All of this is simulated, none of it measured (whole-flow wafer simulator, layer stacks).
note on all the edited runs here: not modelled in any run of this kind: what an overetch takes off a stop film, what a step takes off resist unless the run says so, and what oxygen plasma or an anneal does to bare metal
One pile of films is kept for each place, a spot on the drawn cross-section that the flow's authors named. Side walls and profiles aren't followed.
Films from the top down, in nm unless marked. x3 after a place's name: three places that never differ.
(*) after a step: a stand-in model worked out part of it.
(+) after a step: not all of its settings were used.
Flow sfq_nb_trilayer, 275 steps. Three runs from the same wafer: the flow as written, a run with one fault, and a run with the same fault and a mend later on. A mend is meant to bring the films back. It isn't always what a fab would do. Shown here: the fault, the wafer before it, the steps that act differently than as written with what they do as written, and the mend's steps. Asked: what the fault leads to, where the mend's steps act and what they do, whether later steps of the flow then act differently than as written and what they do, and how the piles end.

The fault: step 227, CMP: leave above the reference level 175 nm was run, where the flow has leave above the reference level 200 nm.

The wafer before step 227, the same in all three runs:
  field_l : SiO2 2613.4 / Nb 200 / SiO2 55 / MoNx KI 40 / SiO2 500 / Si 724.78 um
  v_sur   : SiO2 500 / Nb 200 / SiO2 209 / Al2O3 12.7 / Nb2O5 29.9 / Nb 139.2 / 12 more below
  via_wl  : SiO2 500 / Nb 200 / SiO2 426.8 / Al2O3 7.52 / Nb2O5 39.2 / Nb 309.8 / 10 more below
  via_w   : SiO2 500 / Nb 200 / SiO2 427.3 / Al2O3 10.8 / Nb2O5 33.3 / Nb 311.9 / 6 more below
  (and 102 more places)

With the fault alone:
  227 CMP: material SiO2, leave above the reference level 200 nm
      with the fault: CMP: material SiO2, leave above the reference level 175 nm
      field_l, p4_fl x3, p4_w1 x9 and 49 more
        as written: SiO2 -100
        with the fault: SiO2 -125
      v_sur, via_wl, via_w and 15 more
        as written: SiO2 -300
        with the fault: SiO2 -325
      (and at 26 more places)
  Later steps of the flow that act differently than as written (2 more steps differ only slightly, by at most 2% or 0.5 nm, whichever is larger, and aren't shown):
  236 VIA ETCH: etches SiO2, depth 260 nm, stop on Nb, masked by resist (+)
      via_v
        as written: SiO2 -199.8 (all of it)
        with the fault: SiO2 -174.8 (all of it)
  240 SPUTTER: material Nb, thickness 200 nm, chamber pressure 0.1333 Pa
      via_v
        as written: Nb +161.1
        with the fault: Nb +167.1
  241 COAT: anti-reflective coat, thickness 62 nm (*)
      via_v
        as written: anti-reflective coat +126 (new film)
        with the fault: anti-reflective coat +120.5 (new film)
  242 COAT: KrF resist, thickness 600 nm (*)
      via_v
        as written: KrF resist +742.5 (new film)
        with the fault: KrF resist +721.2 (new film)
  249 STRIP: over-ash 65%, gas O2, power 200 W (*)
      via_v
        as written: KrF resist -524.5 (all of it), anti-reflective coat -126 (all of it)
        with the fault: KrF resist -503.3 (all of it), anti-reflective coat -120.5 (all of it)
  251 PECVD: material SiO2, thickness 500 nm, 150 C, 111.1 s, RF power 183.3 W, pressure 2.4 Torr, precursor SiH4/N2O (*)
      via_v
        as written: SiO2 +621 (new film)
        with the fault: SiO2 +589.9 (new film)
  At the end the piles differ from the flow's by more than 2% or 0.5 nm, whichever is larger, at v_sur, via_wl, via_w and 62 more.
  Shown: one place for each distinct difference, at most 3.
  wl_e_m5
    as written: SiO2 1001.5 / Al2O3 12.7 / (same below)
    with the fault: SiO2 976.5 / Al2O3 12.7 / (same below)
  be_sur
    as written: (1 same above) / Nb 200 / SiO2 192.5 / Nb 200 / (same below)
    with the fault: (1 same above) / Nb 200 / SiO2 167.5 / Nb 200 / (same below)
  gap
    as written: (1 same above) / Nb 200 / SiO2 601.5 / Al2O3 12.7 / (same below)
    with the fault: (1 same above) / Nb 200 / SiO2 576.5 / Al2O3 12.7 / (same below)

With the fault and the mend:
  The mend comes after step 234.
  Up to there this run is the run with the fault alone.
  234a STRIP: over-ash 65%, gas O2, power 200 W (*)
      field_l, v_sur, via_wl and 102 more
        KrF resist -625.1 (all of it), anti-reflective coat -62 (all of it)
      via_v
        anti-reflective coat -62 (all of it)
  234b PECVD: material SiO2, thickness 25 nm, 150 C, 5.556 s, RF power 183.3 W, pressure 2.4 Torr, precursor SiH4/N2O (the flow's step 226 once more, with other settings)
      field_l, v_sur, via_wl and 103 more
        SiO2 +25
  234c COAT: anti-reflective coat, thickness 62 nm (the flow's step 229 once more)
      field_l, v_sur, via_wl and 103 more
        anti-reflective coat +62 (new film)
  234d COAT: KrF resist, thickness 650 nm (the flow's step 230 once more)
      field_l, v_sur, via_wl and 103 more
        KrF resist +650 (new film)
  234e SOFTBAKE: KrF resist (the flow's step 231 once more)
      changes no film at any place that is followed
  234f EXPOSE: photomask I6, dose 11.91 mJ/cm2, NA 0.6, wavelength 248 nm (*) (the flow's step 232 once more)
      changes no film at any place that is followed
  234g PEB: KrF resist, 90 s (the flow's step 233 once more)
      field_l, v_sur, via_wl and 103 more
        KrF resist -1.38
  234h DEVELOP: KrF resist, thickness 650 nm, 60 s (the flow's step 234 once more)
      field_l, v_sur, via_wl and 102 more
        KrF resist -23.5
      via_v
        KrF resist -648.6 (all of it)
  No later step of the flow acts differently than as written, at any place that is followed, by more than 2% or 0.5 nm, whichever is larger.
  At the end the piles are the same as the flow's at every place that both follow.
